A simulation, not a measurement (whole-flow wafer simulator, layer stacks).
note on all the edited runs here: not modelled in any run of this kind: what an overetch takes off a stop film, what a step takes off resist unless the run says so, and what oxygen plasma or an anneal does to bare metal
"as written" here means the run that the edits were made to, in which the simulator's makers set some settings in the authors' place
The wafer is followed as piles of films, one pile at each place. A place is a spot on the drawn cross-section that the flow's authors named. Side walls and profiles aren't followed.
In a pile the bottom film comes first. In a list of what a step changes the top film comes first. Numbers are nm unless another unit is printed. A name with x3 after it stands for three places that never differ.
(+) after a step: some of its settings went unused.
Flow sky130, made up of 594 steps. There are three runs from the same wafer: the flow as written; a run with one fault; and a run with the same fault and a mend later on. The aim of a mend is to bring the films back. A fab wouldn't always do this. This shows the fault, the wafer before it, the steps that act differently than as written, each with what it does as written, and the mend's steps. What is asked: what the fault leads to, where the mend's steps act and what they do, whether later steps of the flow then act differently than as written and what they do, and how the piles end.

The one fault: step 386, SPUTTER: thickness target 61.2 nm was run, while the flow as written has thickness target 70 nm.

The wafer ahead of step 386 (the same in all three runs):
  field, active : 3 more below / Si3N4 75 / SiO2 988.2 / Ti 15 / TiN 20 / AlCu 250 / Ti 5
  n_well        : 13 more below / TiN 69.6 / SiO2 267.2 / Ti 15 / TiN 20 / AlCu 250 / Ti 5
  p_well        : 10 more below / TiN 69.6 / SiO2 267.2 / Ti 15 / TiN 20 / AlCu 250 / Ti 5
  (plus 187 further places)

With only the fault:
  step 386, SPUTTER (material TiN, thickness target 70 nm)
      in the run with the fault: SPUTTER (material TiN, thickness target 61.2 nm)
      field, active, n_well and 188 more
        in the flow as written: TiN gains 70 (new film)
        in the run with the fault: TiN gains 61.2 (new film)
  Later steps of the flow acting differently than as written (not shown: 18 more steps that differ only slightly, by at most 2% or 0.5 nm, whichever is larger):
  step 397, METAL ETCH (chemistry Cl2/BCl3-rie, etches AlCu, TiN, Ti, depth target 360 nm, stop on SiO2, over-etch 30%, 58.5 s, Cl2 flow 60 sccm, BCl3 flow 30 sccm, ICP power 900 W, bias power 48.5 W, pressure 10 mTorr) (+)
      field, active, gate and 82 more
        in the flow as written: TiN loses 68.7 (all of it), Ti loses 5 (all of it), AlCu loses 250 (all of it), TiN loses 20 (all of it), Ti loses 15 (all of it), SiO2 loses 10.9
        in the run with the fault: TiN loses 59.9 (all of it), Ti loses 5 (all of it), AlCu loses 250 (all of it), TiN loses 20 (all of it), Ti loses 15 (all of it), SiO2 loses 11.8
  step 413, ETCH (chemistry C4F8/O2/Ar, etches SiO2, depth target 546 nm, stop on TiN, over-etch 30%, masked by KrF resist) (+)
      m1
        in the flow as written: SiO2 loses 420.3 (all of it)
        in the run with the fault: SiO2 loses 429.1 (all of it)
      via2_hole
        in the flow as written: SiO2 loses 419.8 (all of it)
        in the run with the fault: SiO2 loses 428.6 (all of it)
  By the end, the piles at n_well, p_well, gate_hv and 103 more depart from the flow's by more than 2% or 0.5 nm, whichever is larger.
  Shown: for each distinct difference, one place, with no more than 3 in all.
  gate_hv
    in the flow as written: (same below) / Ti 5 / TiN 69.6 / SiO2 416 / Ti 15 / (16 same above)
    in the run with the fault: (same below) / Ti 5 / TiN 60.8 / SiO2 424.8 / Ti 15 / (16 same above)
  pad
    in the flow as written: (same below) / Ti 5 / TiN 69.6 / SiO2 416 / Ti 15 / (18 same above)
    in the run with the fault: (same below) / Ti 5 / TiN 60.8 / SiO2 424.8 / Ti 15 / (18 same above)
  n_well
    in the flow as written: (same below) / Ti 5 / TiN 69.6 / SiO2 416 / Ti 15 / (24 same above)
    in the run with the fault: (same below) / Ti 5 / TiN 60.8 / SiO2 424.8 / Ti 15 / (24 same above)

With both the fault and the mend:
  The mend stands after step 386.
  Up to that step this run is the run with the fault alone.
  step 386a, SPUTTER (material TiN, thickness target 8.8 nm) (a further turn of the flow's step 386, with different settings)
      field, active, n_well and 188 more
        TiN gains 8.8
  None of the later steps of the flow acts differently than as written at any place that is followed.
  The piles end the same as the flow's at every place that both follow.
